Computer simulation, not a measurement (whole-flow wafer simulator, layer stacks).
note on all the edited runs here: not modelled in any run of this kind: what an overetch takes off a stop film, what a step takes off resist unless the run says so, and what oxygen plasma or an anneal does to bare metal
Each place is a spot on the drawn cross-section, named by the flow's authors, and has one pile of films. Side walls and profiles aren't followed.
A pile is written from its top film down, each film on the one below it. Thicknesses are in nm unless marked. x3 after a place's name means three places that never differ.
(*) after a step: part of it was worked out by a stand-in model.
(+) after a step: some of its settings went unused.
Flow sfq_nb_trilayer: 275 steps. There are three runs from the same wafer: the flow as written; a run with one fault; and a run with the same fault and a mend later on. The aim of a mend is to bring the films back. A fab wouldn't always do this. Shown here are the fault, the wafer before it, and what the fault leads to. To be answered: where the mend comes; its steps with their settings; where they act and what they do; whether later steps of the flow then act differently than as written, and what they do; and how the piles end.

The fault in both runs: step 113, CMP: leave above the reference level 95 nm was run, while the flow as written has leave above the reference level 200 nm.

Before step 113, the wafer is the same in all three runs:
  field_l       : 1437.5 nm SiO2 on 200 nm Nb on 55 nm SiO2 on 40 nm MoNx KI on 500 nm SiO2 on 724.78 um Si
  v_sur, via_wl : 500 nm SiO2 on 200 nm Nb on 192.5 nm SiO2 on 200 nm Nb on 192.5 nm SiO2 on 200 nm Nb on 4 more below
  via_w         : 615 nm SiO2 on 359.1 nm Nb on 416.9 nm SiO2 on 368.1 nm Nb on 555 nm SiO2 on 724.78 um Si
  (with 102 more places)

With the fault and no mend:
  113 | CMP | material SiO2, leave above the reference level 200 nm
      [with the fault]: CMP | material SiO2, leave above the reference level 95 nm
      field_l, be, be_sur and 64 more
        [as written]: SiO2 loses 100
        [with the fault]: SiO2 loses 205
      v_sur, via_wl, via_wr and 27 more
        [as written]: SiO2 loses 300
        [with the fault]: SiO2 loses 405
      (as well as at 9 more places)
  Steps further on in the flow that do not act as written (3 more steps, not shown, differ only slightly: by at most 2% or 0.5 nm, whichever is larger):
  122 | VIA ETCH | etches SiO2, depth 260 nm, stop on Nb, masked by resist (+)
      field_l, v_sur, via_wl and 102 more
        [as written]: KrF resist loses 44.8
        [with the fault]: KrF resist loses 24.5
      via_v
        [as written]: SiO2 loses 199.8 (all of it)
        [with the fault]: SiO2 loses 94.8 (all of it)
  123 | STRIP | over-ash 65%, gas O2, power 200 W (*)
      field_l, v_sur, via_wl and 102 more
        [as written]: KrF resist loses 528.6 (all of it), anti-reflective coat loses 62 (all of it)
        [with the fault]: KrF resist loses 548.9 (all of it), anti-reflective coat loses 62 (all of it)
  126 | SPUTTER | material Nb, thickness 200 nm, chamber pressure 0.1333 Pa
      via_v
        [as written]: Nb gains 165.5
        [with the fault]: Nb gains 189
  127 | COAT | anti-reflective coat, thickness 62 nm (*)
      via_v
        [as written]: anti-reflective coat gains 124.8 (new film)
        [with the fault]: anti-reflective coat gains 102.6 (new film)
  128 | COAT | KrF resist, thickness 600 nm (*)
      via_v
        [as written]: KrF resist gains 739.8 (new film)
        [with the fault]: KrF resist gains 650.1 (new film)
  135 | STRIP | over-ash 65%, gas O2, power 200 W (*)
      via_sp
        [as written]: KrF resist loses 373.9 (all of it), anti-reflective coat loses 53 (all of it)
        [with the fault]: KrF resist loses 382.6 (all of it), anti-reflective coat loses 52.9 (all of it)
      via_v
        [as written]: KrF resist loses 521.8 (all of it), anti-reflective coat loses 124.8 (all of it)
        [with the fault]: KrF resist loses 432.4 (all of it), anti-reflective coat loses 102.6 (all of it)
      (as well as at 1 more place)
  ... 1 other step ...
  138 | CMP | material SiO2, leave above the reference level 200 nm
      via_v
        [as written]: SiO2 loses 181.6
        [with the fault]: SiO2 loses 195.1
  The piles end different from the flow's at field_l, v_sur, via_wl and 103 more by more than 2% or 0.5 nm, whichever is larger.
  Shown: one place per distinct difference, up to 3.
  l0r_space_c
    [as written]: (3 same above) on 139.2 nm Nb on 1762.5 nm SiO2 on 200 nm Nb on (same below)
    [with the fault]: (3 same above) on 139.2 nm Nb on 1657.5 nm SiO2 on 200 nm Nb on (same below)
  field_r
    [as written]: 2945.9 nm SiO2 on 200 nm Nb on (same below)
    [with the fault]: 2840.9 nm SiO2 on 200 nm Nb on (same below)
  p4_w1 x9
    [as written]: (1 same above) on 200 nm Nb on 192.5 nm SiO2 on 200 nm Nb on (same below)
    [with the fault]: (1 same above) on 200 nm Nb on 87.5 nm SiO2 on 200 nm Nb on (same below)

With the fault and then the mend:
  The mend stands after step 120.
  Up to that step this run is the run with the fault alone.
  120a | STRIP | over-ash 65%, gas O2, power 200 W (*)
      field_l, v_sur, via_wl and 102 more
        KrF resist loses 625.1 (all of it), anti-reflective coat loses 62 (all of it)
      via_v
        anti-reflective coat loses 62 (all of it)
  120b | PECVD | material SiO2, thickness 105 nm, 150 C, 23.33 s, RF power 183.3 W, pressure 2.4 Torr, precursor SiH4/N2O (a further turn of the flow's step 112, with different settings)
      field_l, v_sur, via_wl and 103 more
        SiO2 gains 105
  120c | COAT | anti-reflective coat, thickness 62 nm (a further turn of the flow's step 115)
      field_l, v_sur, via_wl and 103 more
        anti-reflective coat gains 62 (new film)
  120d | COAT | KrF resist, thickness 650 nm (a further turn of the flow's step 116)
      field_l, v_sur, via_wl and 103 more
        KrF resist gains 650 (new film)
  120e | SOFTBAKE | KrF resist (a further turn of the flow's step 117)
      does not change any film at any place that is followed
  120f | EXPOSE | photomask I3, dose 11.91 mJ/cm2, NA 0.6, wavelength 248 nm (*) (a further turn of the flow's step 118)
      does not change any film at any place that is followed
  120g | PEB | KrF resist, 90 s (a further turn of the flow's step 119)
      field_l, v_sur, via_wl and 103 more
        KrF resist loses 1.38
  120h | DEVELOP | KrF resist, thickness 650 nm, 60 s (a further turn of the flow's step 120)
      field_l, v_sur, via_wl and 102 more
        KrF resist loses 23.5
      via_v
        KrF resist loses 648.6 (all of it)
  Every later step of the flow that is run acts as written, at every place that is followed, to within 2% or 0.5 nm, whichever is larger.
  The piles end the same as the flow's at every place that both follow.
